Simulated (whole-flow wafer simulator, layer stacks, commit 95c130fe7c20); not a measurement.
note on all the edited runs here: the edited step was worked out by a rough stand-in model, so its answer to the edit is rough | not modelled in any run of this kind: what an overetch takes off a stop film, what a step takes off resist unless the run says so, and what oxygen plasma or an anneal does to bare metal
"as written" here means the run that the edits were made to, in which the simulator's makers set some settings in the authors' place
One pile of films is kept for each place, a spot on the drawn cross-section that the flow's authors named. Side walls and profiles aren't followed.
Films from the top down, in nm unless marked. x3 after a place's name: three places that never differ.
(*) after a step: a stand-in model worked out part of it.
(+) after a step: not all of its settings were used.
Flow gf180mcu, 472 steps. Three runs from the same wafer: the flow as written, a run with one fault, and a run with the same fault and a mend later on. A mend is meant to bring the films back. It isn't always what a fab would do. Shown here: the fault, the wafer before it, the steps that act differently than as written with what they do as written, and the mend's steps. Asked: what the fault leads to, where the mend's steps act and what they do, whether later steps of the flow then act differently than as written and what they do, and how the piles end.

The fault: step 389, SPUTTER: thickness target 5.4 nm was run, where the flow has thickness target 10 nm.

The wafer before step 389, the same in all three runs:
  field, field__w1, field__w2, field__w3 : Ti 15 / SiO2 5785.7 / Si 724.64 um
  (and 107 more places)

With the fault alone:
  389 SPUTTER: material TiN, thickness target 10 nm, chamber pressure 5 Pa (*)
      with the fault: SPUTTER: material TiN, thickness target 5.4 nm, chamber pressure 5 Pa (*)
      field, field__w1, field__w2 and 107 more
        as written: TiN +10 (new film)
        with the fault: TiN +5.4 (new film)
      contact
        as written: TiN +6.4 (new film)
        with the fault: TiN +3.46 (new film)
  Later steps of the flow that act differently than as written (1 more step differs only slightly, by at most 2% or 0.5 nm, whichever is larger, and isn't shown):
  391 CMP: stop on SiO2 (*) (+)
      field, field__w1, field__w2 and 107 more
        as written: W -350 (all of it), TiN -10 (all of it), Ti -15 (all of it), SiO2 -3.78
        with the fault: W -350 (all of it), TiN -5.4 (all of it), Ti -15 (all of it), SiO2 -3.74
  At the end the piles differ from the flow's by more than 2% or 0.5 nm, whichever is larger, at contact.
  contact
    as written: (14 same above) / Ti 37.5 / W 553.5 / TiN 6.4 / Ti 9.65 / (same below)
    with the fault: (14 same above) / Ti 37.5 / W 556.5 / TiN 3.46 / Ti 9.65 / (same below)

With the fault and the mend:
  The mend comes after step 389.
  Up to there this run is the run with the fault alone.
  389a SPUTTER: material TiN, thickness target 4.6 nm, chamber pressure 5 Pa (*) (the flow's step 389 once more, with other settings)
      field, field__w1, field__w2 and 107 more
        TiN +4.6
      contact
        TiN +2.94
  No later step of the flow acts differently than as written at any place that is followed.
  At the end the piles are the same as the flow's at every place that both follow.
